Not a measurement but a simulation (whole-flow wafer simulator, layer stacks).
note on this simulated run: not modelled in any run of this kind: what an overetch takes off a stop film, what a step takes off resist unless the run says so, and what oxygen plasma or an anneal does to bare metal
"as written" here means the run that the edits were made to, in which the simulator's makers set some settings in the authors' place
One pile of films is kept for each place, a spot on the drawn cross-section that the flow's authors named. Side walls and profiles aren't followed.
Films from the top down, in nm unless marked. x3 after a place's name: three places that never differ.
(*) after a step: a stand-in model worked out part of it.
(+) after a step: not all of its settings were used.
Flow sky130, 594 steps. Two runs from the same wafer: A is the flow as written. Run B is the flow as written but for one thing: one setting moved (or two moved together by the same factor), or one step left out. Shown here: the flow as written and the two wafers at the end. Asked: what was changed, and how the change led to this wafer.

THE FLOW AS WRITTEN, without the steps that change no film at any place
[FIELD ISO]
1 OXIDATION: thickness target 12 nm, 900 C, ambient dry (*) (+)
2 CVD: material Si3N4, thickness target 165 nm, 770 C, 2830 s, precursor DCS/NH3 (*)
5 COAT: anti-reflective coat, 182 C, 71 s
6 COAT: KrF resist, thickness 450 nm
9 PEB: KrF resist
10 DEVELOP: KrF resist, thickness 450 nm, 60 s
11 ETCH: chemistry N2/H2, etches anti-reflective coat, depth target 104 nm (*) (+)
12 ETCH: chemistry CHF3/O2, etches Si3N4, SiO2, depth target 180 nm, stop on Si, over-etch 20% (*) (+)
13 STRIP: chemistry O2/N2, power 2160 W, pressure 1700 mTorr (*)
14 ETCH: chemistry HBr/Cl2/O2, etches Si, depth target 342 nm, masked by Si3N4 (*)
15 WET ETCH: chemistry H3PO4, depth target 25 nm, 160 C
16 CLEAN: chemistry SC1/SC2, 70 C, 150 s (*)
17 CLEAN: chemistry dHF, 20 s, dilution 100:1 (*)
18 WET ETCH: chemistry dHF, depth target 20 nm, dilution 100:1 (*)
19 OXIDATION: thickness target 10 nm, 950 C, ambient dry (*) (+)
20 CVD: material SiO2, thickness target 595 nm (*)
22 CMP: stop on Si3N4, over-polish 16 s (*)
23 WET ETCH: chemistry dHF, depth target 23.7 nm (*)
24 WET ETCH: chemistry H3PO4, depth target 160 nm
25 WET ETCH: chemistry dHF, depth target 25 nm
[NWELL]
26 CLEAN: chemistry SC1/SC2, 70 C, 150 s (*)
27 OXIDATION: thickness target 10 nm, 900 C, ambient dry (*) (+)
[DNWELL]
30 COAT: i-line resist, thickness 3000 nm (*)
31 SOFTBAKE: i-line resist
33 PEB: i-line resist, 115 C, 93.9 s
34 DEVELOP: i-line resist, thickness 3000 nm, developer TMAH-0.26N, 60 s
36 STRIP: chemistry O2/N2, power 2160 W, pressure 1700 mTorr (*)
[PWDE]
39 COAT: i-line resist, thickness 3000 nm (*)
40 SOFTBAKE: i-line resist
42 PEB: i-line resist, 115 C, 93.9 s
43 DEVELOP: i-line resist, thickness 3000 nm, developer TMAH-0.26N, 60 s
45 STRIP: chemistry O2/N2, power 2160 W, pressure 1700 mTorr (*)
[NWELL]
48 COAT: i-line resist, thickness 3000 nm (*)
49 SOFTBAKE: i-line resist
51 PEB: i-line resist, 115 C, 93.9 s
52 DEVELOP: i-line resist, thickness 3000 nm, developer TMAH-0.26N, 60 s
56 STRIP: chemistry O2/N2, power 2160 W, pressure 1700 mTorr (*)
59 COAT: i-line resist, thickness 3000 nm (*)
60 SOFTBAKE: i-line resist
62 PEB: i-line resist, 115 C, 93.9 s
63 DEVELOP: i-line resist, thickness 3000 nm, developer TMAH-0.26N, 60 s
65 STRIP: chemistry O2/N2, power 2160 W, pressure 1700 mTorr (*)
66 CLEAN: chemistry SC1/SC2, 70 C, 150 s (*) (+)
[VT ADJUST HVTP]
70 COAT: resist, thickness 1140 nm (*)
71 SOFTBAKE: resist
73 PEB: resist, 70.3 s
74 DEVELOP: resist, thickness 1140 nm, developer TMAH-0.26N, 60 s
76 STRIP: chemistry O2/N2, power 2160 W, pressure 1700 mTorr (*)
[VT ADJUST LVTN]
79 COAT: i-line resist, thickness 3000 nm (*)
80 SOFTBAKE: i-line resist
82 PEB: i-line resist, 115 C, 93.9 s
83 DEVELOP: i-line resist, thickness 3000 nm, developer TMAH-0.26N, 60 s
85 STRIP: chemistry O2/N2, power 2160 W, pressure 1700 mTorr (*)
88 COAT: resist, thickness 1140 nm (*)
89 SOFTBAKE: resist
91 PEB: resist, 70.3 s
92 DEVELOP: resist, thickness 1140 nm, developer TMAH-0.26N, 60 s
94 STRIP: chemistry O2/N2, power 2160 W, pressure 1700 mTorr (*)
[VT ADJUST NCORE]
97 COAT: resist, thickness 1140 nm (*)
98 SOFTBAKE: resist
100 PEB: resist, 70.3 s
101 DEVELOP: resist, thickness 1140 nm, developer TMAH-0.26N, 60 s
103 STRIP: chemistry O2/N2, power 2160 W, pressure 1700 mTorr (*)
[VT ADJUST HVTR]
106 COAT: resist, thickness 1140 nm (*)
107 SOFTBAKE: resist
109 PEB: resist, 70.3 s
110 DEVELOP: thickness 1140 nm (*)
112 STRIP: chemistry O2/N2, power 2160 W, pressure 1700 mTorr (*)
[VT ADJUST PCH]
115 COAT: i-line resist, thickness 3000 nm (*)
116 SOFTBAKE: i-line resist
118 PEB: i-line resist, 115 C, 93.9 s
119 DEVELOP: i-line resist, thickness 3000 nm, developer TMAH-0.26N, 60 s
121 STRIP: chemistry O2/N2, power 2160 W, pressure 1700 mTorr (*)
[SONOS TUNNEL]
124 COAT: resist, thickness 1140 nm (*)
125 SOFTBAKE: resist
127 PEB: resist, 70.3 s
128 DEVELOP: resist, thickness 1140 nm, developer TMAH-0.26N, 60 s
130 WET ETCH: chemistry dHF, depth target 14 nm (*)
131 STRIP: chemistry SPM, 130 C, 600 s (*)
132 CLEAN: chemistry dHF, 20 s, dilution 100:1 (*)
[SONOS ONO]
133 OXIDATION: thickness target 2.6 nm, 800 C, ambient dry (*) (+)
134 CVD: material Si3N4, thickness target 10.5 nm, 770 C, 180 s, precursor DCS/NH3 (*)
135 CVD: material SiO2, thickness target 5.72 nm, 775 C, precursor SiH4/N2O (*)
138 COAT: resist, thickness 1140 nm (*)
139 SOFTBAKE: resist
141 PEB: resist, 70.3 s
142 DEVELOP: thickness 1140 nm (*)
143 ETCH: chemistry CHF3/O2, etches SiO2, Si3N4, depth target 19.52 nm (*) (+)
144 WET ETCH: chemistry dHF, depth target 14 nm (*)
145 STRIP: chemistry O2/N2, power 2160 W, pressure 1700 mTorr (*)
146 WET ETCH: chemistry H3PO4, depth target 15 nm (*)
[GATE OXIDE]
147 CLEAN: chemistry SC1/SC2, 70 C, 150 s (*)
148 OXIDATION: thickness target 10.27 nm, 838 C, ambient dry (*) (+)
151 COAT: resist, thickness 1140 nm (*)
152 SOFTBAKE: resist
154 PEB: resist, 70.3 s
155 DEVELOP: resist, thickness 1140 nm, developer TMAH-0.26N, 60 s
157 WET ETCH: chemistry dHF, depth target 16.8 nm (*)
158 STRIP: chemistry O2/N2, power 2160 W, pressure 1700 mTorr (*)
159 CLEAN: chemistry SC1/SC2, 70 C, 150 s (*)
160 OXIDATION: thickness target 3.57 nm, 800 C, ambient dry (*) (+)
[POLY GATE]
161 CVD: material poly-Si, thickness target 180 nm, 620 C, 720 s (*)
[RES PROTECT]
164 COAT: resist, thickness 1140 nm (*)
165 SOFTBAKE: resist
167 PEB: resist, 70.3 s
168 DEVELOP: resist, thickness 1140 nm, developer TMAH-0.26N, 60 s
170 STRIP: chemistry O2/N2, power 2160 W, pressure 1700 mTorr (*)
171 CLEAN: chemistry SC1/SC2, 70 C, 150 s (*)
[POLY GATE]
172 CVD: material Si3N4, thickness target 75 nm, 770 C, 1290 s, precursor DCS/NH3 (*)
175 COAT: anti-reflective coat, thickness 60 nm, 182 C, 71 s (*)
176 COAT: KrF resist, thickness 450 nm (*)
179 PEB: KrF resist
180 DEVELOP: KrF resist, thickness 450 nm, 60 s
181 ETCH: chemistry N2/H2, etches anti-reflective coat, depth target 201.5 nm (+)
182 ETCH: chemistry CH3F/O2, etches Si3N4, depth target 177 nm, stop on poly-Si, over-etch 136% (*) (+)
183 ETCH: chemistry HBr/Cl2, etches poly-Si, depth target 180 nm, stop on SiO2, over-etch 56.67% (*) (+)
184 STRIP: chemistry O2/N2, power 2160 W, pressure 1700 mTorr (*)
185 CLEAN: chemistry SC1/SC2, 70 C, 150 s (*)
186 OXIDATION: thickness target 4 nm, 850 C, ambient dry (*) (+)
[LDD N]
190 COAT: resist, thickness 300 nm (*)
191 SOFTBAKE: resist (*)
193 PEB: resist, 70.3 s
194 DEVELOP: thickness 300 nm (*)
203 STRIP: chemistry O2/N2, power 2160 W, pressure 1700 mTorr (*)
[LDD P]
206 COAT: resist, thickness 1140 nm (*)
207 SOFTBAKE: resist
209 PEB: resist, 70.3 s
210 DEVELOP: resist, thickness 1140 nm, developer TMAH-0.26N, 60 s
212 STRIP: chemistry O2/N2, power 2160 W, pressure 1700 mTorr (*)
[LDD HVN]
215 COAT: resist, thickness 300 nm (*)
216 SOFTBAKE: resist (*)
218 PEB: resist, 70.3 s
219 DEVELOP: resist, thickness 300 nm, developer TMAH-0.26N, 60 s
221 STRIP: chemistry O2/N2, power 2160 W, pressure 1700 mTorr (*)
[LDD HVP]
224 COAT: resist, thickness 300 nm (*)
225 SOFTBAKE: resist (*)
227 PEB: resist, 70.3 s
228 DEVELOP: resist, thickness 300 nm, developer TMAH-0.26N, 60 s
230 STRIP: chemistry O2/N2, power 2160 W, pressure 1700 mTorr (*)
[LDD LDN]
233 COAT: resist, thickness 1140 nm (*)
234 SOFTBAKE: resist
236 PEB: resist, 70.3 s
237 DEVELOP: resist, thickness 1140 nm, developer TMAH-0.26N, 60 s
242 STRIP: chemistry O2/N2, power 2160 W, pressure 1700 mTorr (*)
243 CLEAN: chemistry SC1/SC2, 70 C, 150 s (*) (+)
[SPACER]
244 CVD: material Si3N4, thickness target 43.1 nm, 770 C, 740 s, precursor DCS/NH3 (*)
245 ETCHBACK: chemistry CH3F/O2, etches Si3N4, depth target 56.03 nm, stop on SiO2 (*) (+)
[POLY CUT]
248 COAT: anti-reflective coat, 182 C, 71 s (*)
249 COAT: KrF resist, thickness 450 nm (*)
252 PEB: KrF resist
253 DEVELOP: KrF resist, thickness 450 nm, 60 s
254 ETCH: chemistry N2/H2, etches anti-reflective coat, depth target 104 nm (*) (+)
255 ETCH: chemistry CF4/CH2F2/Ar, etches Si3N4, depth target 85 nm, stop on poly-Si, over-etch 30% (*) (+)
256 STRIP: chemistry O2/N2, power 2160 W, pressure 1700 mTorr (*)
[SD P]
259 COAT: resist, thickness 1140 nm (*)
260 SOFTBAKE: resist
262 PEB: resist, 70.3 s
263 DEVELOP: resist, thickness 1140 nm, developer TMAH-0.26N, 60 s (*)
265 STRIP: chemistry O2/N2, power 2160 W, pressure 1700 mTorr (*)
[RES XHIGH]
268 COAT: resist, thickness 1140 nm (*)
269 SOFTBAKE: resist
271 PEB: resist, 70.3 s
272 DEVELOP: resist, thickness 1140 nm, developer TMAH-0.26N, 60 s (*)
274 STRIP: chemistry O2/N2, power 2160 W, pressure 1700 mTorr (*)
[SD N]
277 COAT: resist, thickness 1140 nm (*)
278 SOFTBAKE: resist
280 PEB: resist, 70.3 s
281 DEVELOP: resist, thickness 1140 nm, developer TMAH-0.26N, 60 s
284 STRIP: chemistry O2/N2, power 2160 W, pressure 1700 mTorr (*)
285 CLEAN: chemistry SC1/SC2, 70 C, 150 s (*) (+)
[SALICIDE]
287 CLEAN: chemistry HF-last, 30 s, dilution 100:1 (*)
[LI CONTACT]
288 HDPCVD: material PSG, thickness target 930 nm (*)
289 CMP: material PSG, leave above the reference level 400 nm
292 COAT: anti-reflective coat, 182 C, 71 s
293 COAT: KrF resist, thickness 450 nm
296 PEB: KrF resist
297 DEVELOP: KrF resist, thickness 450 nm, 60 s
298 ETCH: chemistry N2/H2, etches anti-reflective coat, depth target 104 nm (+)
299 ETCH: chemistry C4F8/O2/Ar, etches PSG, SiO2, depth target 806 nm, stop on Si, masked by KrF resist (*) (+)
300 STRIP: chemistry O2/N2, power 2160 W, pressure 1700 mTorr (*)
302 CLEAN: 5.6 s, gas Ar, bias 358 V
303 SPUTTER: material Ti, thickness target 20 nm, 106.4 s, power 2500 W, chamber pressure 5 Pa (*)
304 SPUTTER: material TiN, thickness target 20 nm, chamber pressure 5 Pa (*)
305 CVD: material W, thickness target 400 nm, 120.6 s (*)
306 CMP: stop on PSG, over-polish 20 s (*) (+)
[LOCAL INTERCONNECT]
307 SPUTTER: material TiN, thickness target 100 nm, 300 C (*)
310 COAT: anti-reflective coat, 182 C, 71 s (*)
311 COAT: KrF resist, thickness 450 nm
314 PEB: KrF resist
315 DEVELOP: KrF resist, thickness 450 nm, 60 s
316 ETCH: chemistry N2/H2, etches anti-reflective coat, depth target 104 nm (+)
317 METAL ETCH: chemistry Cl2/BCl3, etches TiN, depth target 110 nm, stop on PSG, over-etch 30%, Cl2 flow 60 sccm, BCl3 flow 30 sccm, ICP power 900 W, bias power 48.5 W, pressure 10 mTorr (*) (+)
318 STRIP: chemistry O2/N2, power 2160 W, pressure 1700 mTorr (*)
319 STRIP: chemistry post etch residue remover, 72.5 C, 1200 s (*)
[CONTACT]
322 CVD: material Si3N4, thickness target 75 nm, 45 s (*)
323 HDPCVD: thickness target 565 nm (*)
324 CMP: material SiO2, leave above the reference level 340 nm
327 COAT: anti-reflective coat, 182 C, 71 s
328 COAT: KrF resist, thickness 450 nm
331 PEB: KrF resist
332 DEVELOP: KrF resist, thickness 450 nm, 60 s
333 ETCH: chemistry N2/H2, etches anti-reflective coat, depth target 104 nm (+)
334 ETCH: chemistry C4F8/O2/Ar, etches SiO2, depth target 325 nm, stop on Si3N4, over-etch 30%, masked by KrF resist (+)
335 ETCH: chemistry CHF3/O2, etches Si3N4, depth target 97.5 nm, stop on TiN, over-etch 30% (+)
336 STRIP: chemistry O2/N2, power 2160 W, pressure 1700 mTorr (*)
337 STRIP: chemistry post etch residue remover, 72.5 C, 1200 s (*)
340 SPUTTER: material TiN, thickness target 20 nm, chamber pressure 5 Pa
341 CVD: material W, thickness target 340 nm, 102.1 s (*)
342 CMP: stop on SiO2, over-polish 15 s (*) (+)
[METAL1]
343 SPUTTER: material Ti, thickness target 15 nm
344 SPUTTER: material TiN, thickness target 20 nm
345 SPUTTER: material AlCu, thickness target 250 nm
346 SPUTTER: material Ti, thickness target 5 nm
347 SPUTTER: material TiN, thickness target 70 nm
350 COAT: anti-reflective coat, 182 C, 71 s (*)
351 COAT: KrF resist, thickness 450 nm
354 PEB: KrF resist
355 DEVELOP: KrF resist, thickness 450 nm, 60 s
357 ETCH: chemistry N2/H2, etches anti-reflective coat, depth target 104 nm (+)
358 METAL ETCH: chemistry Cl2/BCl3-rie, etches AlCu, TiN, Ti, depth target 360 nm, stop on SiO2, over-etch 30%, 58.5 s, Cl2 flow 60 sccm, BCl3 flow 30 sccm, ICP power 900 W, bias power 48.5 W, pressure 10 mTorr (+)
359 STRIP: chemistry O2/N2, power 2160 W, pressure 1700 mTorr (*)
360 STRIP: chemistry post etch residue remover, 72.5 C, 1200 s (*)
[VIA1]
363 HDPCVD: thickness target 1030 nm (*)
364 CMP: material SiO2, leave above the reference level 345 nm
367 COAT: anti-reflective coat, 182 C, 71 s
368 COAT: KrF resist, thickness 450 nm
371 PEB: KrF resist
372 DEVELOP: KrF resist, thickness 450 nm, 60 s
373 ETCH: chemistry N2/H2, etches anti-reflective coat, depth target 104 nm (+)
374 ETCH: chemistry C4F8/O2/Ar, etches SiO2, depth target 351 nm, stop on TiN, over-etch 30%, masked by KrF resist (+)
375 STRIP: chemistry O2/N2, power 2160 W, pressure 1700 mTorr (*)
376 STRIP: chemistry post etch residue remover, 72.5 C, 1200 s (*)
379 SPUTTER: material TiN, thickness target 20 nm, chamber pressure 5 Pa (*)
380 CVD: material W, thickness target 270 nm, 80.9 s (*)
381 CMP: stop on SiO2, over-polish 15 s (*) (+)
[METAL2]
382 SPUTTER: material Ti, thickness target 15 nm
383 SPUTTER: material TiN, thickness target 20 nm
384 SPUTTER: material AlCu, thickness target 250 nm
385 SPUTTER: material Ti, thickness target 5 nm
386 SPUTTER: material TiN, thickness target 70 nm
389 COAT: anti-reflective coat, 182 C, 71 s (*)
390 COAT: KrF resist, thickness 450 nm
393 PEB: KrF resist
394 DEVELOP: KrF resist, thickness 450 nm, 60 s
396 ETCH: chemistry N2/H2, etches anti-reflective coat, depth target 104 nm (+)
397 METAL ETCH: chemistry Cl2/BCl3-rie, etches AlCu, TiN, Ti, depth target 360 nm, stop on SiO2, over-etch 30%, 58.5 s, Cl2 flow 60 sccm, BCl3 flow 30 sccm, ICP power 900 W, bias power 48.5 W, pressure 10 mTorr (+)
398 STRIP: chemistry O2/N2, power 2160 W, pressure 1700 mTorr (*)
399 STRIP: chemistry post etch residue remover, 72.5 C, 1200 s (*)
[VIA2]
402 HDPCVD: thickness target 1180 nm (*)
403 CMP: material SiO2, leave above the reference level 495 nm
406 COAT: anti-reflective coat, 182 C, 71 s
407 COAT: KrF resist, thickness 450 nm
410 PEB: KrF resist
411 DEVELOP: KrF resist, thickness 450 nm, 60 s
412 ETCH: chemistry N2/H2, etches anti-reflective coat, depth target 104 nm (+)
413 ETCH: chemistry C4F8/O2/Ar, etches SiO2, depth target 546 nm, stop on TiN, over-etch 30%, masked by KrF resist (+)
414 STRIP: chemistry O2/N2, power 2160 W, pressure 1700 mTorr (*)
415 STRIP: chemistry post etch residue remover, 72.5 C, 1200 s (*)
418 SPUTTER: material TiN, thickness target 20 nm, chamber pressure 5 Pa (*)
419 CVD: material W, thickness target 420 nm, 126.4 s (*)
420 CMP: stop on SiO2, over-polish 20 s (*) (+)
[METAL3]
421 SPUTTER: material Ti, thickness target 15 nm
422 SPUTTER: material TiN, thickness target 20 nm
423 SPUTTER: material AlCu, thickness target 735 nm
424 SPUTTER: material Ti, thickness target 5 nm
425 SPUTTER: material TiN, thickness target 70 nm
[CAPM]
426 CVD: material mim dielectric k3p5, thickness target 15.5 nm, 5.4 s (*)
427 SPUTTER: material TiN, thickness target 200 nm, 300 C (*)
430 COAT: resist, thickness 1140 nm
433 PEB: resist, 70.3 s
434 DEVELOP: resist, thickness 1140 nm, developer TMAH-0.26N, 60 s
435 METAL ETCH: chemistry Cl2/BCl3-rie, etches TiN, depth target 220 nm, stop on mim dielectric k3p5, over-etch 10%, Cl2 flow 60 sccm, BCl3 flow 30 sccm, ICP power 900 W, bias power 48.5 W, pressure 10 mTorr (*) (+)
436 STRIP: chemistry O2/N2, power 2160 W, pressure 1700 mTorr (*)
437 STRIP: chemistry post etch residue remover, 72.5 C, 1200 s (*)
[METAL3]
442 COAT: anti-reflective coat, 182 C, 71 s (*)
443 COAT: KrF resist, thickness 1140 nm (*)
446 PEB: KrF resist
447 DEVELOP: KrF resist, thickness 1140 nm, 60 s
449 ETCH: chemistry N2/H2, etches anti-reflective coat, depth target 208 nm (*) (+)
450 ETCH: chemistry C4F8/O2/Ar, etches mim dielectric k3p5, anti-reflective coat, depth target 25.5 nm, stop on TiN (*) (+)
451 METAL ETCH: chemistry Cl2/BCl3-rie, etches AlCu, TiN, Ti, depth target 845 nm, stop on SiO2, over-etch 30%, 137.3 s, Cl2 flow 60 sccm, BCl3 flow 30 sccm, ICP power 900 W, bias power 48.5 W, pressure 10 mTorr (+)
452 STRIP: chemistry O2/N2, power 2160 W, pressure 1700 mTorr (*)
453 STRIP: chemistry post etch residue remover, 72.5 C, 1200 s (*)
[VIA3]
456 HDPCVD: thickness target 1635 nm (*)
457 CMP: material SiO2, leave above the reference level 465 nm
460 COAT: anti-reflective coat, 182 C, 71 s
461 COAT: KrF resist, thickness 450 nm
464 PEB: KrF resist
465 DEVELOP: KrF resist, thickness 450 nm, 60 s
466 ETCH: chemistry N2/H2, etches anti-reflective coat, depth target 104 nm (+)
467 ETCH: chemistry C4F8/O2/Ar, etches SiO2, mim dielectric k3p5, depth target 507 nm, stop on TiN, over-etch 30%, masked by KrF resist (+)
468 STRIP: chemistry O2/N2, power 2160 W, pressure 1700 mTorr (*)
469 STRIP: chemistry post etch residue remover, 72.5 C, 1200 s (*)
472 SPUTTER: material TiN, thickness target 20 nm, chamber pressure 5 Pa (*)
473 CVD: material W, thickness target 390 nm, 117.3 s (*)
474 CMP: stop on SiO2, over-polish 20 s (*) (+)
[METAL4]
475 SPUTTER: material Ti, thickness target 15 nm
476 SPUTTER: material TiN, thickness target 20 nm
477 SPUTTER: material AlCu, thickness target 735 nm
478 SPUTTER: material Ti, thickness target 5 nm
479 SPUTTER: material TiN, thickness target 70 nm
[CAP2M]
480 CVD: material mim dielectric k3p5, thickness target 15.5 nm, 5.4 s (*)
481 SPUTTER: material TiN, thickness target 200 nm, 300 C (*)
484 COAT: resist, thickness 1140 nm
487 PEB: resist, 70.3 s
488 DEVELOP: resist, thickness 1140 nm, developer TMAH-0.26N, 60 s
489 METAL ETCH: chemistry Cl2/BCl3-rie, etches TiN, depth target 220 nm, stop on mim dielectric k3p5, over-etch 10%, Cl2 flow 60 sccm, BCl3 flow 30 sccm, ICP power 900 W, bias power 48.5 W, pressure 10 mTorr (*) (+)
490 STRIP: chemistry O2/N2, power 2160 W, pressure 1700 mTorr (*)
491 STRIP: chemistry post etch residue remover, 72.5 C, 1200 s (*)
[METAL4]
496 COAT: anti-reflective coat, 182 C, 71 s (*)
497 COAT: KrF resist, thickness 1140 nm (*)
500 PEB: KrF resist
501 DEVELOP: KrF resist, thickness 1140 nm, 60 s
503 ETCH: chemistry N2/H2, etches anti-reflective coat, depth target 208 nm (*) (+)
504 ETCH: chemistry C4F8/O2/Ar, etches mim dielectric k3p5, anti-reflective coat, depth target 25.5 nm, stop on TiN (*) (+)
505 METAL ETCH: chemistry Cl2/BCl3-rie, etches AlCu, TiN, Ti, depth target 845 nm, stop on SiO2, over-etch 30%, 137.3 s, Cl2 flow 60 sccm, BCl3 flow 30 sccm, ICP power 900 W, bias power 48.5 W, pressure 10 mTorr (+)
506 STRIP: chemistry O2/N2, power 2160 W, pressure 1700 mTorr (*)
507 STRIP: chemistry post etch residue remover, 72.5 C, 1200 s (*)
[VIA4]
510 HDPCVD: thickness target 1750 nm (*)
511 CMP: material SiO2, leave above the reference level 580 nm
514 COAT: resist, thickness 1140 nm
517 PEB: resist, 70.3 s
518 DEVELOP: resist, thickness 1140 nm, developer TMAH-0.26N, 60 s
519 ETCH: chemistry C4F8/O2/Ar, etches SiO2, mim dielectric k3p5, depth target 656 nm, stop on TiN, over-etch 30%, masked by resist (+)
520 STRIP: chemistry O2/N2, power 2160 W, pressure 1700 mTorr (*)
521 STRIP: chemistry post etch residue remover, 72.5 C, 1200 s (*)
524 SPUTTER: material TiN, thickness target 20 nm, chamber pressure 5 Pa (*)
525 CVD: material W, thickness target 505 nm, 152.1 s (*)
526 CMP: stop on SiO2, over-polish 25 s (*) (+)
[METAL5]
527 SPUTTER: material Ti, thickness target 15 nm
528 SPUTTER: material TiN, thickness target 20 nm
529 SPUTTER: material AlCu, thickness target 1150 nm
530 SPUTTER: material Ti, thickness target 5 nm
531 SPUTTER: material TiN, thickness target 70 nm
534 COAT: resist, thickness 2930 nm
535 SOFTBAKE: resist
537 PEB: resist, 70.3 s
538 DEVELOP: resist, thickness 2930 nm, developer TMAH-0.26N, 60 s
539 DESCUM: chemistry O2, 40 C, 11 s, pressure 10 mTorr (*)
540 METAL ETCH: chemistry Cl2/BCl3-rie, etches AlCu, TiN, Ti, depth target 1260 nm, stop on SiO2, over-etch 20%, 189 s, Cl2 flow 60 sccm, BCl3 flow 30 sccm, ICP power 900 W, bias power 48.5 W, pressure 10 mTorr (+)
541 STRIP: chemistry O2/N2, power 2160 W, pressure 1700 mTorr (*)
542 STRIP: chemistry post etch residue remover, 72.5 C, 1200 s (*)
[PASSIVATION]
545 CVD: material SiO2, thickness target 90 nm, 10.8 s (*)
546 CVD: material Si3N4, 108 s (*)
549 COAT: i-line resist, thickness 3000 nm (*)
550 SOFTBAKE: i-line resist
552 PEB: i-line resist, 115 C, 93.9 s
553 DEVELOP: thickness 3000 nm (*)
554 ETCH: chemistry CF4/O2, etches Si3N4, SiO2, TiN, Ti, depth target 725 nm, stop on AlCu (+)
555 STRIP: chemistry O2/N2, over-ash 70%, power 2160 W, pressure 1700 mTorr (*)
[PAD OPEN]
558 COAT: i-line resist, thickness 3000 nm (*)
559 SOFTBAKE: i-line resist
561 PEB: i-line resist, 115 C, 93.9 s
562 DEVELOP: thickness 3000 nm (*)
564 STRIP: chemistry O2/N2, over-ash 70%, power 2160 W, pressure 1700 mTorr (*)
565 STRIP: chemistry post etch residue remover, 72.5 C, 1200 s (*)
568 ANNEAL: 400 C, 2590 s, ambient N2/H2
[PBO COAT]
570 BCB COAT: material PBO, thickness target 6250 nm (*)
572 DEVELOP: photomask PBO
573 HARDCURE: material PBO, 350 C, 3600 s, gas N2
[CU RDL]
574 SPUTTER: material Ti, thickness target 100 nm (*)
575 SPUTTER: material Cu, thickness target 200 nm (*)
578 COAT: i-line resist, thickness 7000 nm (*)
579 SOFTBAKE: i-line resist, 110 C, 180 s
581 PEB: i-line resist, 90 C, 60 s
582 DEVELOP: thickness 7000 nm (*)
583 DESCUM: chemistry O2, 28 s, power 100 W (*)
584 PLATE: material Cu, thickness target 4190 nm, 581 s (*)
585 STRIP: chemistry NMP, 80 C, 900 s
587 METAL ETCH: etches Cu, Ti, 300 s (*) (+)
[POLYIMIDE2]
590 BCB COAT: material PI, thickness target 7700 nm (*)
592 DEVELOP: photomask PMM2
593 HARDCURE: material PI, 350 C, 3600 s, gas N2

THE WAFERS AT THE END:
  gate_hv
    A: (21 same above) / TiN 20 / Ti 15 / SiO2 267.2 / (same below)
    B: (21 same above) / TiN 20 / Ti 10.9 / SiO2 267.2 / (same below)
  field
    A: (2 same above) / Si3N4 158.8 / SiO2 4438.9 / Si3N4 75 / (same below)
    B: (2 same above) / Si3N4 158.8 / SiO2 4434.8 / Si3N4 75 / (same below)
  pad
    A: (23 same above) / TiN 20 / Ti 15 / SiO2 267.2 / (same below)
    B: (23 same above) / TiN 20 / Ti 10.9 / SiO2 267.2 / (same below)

The cause: step 382, SPUTTER: thickness target 10.9 nm was run, where the flow has thickness target 15 nm.
It can be read off the wafer: gate_hv has Ti 10.9, and step 382 as written asks for 15 nm.

How the change led to this, step by step:
  382 SPUTTER: material Ti, thickness target 15 nm
      field, active, n_well and 188 more: A Ti +15 (new film) | B Ti +10.9 (new film)
  397 METAL ETCH: chemistry Cl2/BCl3-rie, etches AlCu, TiN, Ti, depth target 360 nm, stop on SiO2, over-etch 30%, 58.5 s, Cl2 flow 60 sccm, BCl3 flow 30 sccm, ICP power 900 W, bias power 48.5 W, pressure 10 mTorr (+)
      field, active, gate and 82 more: A TiN -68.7 (all of it), Ti -5 (all of it), AlCu -250 (all of it), TiN -20 (all of it), Ti -15 (all of it), SiO2 -10.9 | B TiN -68.7 (all of it), Ti -5 (all of it), AlCu -250 (all of it), TiN -20 (all of it), Ti -10.9 (all of it), SiO2 -11.3
